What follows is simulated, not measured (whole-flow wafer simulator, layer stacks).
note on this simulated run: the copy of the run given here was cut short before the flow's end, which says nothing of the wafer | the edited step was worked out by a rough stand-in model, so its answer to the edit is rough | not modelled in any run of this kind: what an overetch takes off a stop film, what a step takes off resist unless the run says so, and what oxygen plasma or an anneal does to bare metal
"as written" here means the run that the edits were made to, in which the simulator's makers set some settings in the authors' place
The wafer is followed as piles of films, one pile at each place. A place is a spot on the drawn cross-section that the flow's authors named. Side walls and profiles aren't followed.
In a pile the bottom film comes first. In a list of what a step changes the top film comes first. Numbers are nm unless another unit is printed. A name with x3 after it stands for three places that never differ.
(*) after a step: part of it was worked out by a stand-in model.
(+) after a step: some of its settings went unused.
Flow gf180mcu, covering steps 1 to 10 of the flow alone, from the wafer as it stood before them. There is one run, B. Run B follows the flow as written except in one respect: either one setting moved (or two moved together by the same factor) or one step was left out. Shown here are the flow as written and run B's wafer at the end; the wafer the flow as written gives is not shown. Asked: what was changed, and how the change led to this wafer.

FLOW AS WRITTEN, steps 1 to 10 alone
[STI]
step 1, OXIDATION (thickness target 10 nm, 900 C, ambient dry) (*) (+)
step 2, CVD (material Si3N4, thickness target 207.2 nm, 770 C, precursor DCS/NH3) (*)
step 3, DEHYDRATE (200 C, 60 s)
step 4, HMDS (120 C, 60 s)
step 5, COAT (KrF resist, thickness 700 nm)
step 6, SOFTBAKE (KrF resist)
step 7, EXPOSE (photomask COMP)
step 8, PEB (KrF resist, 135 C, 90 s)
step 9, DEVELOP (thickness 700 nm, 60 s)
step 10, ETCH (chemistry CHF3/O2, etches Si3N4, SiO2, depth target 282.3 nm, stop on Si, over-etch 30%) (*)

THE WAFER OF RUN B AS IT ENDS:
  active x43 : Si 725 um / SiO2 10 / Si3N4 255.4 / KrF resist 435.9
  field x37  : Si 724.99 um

What caused this: step 2, CVD: thickness target 255.4 nm was run, whereas the flow has thickness target 207.2 nm.
One can read it off the wafer: active x43 has Si3N4 255.4, and step 2 as written asks for 207.2 nm.

The path from the change to this, step by step:
  step 2, CVD (material Si3N4, thickness target 207.2 nm, 770 C, precursor DCS/NH3) (*)
      field x37, active x43: Si3N4 gains 255.4 (new film) (as written it would have been: Si3N4 gains 207.2 (new film))
  step 10, ETCH (chemistry CHF3/O2, etches Si3N4, SiO2, depth target 282.3 nm, stop on Si, over-etch 30%) (*)
      field x37: Si3N4 loses 255.4 (all of it), SiO2 loses 10 (all of it), Si loses 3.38 (as written it would have been: Si3N4 loses 207.2 (all of it), SiO2 loses 10 (all of it), Si loses 13)
